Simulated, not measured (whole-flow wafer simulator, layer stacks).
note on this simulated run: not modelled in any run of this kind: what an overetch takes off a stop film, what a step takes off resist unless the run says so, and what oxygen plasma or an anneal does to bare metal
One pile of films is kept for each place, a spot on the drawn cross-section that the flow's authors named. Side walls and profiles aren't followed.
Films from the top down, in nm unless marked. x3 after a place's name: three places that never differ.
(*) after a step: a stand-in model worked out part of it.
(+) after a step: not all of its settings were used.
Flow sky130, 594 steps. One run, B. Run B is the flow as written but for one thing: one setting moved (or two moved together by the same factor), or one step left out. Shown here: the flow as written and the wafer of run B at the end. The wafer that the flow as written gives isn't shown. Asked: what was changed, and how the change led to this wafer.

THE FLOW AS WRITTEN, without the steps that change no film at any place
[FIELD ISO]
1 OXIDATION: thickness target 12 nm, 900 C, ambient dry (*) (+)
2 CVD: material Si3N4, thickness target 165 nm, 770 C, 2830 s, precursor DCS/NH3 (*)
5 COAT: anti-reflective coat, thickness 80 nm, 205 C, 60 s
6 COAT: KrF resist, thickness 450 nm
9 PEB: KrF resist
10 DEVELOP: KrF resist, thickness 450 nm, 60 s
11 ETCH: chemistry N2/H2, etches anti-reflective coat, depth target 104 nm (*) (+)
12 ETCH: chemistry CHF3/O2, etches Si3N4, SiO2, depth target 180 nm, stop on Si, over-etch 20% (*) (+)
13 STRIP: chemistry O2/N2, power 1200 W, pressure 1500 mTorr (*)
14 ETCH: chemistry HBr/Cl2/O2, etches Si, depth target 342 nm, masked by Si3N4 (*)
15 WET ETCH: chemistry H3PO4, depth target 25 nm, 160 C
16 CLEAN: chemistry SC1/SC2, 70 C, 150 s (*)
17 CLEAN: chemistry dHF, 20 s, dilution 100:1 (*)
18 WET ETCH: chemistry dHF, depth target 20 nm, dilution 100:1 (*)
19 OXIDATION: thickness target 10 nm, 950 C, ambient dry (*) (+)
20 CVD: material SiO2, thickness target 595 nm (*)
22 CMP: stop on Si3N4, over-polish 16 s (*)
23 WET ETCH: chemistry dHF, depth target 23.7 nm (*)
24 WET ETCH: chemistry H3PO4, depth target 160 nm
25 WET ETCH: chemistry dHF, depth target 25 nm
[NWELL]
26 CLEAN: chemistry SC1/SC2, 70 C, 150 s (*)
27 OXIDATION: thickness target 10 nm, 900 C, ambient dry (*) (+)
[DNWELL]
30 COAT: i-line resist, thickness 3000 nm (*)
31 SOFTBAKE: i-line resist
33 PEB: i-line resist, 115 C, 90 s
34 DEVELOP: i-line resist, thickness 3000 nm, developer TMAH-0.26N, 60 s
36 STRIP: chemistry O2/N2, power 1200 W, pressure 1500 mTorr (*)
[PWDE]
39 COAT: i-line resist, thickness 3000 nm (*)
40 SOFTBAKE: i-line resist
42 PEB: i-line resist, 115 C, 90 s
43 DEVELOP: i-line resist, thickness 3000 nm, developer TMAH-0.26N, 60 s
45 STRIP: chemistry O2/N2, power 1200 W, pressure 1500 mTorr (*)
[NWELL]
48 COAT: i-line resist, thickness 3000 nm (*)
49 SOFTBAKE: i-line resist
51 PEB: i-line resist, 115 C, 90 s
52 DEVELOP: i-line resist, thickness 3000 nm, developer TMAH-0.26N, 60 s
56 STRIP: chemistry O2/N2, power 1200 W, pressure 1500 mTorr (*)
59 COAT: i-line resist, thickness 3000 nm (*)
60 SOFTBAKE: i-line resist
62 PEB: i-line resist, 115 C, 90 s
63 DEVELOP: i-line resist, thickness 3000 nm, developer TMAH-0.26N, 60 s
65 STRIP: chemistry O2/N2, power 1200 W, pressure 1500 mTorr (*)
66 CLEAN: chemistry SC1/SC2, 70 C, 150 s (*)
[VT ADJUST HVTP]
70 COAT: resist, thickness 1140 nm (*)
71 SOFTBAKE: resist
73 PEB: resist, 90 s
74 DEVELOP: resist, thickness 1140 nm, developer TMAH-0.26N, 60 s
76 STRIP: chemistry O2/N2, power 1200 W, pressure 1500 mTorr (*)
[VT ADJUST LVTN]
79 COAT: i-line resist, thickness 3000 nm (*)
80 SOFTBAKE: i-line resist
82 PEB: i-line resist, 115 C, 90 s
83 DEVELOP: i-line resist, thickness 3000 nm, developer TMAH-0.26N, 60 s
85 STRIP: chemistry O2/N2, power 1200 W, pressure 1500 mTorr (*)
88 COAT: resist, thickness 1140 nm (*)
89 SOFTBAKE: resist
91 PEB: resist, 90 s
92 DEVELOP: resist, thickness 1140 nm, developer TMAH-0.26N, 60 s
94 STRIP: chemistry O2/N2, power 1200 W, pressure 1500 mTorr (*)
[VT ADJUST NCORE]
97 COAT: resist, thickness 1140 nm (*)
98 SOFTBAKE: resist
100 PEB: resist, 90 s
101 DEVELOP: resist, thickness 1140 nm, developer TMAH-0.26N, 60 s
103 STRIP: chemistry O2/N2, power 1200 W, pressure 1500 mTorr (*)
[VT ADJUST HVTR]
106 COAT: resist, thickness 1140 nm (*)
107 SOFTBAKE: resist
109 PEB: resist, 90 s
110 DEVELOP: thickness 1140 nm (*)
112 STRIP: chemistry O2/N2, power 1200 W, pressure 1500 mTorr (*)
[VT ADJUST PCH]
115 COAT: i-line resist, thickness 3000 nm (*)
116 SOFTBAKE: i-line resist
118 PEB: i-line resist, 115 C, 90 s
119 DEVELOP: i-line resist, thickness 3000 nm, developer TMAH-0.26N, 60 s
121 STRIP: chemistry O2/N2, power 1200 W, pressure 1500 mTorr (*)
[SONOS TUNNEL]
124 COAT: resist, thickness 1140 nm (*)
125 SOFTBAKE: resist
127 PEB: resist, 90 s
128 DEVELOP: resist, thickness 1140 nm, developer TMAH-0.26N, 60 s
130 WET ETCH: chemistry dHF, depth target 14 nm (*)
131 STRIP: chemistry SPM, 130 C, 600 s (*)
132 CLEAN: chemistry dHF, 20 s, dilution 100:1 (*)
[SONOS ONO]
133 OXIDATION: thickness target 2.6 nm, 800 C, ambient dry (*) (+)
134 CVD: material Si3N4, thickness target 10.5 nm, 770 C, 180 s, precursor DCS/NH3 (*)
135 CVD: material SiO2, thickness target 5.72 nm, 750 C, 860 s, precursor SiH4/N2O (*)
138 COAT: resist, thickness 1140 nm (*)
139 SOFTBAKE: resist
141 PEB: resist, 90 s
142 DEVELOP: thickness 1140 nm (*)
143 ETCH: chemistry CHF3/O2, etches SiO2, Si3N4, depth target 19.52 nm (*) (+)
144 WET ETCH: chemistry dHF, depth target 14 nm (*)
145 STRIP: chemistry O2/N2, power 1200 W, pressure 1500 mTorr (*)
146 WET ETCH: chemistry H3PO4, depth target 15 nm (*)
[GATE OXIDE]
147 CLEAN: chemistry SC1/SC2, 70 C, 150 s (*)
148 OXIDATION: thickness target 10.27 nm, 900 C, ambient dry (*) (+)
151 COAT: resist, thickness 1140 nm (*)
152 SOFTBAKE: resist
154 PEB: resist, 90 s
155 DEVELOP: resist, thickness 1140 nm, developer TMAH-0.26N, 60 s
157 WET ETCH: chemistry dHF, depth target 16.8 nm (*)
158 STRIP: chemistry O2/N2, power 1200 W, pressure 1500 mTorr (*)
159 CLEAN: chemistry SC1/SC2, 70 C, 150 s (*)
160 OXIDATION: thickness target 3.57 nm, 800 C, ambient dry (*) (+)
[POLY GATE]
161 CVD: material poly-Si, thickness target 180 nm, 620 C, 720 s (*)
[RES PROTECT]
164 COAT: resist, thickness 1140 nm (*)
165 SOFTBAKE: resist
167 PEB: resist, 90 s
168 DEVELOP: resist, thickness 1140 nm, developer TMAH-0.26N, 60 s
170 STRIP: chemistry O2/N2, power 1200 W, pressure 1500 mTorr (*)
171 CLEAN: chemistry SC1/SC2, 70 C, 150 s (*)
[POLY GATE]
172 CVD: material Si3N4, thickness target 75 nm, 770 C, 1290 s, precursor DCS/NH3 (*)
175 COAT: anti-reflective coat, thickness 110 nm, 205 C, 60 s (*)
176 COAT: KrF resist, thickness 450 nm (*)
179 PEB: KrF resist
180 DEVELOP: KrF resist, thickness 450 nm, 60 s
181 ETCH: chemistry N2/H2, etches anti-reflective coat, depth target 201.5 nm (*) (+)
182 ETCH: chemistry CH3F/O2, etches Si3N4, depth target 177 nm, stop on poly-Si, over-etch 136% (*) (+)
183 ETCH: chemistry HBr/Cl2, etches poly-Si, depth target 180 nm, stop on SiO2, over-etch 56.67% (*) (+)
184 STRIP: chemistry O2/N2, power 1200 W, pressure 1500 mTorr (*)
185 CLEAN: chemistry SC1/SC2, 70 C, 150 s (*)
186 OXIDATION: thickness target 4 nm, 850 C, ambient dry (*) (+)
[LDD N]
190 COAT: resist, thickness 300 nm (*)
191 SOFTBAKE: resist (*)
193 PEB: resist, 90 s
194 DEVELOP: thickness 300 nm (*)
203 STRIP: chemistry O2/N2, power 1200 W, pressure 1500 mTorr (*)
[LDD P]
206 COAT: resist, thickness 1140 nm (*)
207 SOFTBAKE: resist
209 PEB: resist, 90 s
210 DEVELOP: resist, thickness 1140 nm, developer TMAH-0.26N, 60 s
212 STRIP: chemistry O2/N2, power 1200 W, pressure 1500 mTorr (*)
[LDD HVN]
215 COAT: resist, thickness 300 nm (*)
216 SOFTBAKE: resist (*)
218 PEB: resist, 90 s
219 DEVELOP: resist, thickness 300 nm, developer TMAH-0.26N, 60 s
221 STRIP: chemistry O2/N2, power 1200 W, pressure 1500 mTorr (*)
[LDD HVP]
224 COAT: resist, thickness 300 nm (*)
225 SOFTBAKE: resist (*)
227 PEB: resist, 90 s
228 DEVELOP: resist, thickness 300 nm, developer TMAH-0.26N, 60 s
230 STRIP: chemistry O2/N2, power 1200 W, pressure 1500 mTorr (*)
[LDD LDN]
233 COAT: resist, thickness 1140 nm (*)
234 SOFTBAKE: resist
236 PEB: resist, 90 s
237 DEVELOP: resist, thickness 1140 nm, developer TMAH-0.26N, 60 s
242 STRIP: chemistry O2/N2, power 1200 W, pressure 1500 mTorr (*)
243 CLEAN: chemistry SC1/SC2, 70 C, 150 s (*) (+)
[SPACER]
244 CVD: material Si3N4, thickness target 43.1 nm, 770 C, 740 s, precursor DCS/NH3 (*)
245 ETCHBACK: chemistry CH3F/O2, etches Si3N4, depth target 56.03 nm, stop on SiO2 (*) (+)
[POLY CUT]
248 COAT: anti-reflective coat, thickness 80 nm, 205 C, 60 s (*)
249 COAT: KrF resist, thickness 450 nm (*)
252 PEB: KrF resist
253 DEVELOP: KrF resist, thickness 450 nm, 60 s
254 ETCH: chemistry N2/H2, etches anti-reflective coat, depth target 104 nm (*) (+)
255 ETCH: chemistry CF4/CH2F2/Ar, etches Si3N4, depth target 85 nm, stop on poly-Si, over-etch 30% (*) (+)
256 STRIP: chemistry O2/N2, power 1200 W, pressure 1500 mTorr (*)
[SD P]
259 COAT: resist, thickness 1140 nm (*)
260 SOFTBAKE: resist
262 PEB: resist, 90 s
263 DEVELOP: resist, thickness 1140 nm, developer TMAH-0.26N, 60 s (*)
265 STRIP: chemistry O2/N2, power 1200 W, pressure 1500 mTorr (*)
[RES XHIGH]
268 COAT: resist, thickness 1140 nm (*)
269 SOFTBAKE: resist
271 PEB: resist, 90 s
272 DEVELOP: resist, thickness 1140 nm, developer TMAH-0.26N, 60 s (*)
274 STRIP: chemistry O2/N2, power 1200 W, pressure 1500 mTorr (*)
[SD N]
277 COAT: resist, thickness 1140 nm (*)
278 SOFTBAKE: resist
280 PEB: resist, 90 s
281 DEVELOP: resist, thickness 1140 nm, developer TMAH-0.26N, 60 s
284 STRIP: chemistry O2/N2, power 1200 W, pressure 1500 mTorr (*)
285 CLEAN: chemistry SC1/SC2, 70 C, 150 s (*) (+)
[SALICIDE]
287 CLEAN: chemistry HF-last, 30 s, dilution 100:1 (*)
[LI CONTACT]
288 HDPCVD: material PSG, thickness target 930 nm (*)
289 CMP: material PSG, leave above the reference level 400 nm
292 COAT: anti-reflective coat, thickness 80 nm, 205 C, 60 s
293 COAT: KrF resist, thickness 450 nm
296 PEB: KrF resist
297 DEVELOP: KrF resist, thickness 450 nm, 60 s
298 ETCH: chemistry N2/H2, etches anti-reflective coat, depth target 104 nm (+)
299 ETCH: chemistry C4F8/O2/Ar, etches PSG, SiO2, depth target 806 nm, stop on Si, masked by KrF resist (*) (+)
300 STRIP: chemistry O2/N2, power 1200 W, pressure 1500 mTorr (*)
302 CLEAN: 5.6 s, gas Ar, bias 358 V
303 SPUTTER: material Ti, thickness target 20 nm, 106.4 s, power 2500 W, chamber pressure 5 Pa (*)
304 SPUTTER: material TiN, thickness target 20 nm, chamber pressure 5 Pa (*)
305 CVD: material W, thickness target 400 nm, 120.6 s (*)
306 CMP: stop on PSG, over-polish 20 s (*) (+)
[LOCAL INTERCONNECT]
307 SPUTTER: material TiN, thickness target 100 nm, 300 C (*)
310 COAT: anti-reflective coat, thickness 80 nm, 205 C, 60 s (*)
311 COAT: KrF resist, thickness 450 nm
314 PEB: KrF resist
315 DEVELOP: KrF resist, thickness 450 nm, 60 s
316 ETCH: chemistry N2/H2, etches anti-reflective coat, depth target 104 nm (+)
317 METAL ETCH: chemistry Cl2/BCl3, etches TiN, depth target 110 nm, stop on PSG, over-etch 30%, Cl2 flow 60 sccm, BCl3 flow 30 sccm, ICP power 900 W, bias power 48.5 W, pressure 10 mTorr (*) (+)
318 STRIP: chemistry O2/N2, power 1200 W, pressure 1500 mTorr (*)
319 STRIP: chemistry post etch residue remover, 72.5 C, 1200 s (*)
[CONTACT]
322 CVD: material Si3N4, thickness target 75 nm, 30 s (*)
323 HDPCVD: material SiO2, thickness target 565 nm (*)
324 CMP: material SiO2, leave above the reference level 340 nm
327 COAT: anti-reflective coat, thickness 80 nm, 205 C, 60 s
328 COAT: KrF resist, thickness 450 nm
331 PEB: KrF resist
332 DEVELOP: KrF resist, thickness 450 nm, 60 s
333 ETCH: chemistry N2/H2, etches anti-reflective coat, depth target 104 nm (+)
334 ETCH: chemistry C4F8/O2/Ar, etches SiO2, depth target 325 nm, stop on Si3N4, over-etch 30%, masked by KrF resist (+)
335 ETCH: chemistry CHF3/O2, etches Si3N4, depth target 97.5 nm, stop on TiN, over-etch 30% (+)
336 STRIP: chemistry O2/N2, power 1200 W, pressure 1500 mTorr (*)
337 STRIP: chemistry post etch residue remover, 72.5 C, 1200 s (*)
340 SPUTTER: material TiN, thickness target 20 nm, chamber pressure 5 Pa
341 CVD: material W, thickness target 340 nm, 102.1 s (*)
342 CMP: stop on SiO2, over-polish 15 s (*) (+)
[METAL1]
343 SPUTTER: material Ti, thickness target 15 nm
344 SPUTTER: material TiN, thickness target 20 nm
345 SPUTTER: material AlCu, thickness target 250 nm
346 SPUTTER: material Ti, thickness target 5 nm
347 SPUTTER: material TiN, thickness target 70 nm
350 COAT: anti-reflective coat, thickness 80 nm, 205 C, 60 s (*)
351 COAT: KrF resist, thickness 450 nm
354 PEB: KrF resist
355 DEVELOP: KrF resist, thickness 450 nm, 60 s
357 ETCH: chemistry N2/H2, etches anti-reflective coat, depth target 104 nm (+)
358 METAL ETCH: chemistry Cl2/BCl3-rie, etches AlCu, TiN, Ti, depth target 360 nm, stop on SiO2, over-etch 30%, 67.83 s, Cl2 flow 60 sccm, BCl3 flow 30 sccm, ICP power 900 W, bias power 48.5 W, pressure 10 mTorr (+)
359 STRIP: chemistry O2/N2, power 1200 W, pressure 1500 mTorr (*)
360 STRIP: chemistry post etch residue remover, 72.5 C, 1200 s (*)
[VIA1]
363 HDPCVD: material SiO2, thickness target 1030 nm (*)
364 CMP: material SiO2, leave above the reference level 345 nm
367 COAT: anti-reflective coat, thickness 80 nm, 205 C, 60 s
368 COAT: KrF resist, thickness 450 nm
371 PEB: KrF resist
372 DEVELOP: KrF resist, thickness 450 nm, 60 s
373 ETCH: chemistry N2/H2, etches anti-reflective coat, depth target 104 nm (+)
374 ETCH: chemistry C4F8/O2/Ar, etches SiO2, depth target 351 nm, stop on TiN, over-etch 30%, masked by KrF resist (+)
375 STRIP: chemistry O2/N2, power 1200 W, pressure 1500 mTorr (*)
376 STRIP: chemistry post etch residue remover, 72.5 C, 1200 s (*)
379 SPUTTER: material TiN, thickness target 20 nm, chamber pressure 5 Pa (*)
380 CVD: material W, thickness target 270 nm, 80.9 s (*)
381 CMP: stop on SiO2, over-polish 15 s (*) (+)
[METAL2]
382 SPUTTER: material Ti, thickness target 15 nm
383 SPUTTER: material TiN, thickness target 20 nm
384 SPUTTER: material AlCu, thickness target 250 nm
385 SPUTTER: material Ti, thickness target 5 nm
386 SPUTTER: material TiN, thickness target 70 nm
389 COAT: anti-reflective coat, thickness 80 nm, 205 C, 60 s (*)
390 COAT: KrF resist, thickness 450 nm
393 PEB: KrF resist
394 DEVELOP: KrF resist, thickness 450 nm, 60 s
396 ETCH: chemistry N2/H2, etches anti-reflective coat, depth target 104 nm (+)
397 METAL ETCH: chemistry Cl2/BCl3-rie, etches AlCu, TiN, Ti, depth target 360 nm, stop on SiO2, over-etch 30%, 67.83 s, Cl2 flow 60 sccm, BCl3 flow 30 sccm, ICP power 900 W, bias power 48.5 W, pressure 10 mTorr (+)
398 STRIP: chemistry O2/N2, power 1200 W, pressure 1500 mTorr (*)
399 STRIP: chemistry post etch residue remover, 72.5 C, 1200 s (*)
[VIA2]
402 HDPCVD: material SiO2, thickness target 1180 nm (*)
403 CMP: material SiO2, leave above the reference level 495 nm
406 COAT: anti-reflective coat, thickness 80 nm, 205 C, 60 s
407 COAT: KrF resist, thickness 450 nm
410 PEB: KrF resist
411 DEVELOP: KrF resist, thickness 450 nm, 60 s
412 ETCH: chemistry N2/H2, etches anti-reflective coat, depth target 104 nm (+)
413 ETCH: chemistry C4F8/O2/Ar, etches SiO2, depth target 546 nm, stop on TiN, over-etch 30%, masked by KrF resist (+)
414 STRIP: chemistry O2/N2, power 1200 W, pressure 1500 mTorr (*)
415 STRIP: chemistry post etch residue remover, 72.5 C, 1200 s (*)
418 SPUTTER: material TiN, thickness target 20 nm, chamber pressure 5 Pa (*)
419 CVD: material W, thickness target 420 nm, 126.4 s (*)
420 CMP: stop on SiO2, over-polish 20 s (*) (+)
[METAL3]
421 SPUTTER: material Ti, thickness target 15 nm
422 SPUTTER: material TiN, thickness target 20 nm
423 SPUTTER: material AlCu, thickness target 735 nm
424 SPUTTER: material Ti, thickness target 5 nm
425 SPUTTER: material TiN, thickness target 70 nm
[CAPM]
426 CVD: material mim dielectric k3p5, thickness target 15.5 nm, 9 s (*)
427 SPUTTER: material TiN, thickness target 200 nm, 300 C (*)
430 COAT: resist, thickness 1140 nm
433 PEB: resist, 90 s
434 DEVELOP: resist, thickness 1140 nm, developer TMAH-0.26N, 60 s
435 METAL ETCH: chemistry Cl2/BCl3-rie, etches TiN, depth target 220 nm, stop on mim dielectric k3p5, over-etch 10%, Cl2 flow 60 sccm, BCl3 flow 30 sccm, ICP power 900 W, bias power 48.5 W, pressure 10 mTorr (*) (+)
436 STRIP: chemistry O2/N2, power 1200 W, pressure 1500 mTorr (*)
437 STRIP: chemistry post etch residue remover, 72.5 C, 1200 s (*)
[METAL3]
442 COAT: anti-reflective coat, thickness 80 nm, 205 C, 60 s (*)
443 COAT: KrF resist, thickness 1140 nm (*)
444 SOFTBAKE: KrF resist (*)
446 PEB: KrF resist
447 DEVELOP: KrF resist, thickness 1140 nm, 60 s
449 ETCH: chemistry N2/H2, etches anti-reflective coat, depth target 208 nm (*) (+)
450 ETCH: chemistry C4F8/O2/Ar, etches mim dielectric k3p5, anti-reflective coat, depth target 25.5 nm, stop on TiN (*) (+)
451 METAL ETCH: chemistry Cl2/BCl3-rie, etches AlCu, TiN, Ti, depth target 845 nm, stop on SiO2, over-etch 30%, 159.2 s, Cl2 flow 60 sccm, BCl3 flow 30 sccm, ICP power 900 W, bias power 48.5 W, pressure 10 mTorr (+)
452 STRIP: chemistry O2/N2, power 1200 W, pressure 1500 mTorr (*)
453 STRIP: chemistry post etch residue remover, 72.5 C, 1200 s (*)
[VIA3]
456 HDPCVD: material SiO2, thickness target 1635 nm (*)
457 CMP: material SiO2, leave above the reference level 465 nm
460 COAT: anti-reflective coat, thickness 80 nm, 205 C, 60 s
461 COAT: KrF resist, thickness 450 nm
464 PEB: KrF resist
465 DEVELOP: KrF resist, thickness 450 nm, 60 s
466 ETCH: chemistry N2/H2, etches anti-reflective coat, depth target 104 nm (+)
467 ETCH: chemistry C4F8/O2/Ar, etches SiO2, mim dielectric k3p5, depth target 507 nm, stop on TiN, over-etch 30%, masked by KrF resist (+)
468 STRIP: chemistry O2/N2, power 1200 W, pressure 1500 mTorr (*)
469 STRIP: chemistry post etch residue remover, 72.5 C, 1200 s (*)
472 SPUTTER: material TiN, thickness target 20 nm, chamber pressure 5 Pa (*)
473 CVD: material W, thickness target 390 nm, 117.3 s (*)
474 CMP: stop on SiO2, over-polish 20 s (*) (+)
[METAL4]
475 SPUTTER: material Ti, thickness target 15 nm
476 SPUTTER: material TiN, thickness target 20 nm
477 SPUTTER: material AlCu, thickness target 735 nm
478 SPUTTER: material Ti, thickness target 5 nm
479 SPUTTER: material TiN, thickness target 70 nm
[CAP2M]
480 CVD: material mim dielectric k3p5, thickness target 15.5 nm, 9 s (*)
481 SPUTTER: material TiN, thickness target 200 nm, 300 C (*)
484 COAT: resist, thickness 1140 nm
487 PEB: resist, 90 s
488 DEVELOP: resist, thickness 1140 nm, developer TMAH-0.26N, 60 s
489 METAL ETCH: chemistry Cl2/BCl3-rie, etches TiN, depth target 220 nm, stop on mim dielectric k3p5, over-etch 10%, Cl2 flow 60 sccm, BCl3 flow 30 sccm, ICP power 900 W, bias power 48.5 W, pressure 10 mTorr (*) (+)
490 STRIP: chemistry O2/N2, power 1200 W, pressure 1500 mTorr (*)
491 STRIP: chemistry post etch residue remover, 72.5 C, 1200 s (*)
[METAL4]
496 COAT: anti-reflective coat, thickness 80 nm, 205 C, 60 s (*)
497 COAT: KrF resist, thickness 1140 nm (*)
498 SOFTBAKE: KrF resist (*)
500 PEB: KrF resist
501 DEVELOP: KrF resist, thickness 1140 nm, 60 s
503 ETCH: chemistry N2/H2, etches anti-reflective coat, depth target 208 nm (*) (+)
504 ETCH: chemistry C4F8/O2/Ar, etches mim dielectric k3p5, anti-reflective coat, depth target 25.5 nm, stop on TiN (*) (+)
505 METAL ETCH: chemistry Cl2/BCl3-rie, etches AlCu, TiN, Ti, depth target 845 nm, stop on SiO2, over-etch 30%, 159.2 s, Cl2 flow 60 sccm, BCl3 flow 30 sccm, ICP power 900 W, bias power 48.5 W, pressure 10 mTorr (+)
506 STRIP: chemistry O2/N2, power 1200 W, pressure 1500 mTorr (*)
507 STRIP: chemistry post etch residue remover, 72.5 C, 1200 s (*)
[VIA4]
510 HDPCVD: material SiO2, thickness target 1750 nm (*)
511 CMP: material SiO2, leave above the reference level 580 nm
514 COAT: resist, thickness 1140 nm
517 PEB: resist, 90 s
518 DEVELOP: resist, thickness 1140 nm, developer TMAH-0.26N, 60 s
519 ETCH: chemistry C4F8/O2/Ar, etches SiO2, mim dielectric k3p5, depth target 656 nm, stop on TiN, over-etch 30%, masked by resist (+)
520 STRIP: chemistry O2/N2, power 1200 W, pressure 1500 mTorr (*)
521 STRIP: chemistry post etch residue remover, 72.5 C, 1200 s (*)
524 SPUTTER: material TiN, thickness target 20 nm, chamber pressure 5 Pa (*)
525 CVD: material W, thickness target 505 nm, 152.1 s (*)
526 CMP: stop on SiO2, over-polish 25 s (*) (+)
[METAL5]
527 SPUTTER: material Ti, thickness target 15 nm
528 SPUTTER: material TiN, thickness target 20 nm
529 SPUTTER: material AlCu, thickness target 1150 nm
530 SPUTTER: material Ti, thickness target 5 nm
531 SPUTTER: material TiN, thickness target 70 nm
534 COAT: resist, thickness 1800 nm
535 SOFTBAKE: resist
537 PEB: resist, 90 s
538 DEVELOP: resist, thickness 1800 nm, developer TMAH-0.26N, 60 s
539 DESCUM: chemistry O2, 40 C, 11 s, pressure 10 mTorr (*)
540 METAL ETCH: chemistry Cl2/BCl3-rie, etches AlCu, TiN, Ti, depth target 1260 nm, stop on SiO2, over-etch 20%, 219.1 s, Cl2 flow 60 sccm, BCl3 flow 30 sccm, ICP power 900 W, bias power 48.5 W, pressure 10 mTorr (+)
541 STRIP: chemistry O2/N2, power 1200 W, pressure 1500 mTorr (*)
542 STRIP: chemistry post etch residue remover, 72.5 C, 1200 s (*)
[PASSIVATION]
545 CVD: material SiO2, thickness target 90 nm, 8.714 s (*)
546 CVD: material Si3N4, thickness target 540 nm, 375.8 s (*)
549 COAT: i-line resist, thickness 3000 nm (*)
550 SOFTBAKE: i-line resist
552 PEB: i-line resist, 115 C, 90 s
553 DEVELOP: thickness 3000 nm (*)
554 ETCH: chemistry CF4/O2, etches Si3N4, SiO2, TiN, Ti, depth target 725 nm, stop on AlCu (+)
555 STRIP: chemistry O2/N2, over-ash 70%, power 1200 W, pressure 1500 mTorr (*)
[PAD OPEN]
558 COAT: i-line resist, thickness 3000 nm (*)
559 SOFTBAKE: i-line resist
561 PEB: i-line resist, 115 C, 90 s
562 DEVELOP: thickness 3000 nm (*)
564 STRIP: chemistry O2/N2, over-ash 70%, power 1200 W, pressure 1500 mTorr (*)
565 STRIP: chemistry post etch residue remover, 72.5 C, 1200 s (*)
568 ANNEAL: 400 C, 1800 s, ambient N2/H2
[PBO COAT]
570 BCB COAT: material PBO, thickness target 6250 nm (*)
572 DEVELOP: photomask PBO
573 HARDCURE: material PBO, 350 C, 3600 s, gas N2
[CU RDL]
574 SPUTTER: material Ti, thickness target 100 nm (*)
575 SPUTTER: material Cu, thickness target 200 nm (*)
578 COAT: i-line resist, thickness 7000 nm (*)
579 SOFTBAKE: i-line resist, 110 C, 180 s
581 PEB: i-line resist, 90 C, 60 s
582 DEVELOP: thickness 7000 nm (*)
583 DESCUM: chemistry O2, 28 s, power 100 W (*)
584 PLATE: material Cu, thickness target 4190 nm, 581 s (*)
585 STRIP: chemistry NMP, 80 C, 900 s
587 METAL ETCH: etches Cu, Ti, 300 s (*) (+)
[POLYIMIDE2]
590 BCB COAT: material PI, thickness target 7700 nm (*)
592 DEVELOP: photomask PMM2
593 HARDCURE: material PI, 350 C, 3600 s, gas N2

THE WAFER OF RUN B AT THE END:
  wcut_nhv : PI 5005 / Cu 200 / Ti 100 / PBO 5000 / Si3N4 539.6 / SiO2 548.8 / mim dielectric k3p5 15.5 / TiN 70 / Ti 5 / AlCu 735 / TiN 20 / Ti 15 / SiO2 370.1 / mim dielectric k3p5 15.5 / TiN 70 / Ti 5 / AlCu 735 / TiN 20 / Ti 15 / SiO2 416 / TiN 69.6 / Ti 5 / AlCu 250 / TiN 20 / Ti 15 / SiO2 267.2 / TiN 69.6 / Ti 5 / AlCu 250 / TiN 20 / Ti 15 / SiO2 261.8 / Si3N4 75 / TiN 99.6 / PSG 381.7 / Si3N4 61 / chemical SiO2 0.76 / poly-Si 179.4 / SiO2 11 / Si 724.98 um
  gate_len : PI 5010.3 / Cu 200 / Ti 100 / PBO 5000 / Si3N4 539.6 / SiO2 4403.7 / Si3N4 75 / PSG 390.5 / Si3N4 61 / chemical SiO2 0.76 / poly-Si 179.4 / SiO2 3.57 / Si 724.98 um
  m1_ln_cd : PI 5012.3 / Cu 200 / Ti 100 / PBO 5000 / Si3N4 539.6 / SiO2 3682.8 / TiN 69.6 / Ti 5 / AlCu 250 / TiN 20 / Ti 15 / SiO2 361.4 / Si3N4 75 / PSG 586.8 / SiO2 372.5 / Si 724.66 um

The cause: step 587, METAL ETCH: etches Cu, Ti, 300 s (*) (+), was left out.

How the change led to this, step by step:
  590 BCB COAT: material PI, thickness target 7700 nm (*)
      n_well, p_well, sd_n, sd_p: PI +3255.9 (new film) (as written it would be: PI +3345.9 (new film))
      mim: PI +3565.4 (new film) (as written it would be: PI +3640.8 (new film))
      (and at 12 more places)
  593 HARDCURE: material PI, 350 C, 3600 s, gas N2
      n_well, p_well, sd_n, sd_p: PI -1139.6 (as written it would be: PI -1171.1)
      gate_hv: PI -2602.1 (as written it would be: PI -2660.8)
      (and at 6 more places)
Counting metal films that touch as one body, wcut_nhv has 6 bodies (between them, from the top down: PBO 5000 / Si3N4 539.6 / SiO2 548.8 / mim dielectric k3p5 15.5; SiO2 370.1 / mim dielectric k3p5 15.5; SiO2 416; SiO2 267.2; SiO2 261.8 / Si3N4 75); the flow as written gives 5 bodies (between them, from the top down: SiO2 370.1 / mim dielectric k3p5 15.5; SiO2 416; SiO2 267.2; SiO2 261.8 / Si3N4 75).
Counting metal films that touch as one body, gate_len has 1 body; the flow as written gives 0 bodies.
Counting metal films that touch as one body, m1_ln_cd has 2 bodies (between them, from the top down: PBO 5000 / Si3N4 539.6 / SiO2 3682.8); the flow as written gives 1 body.
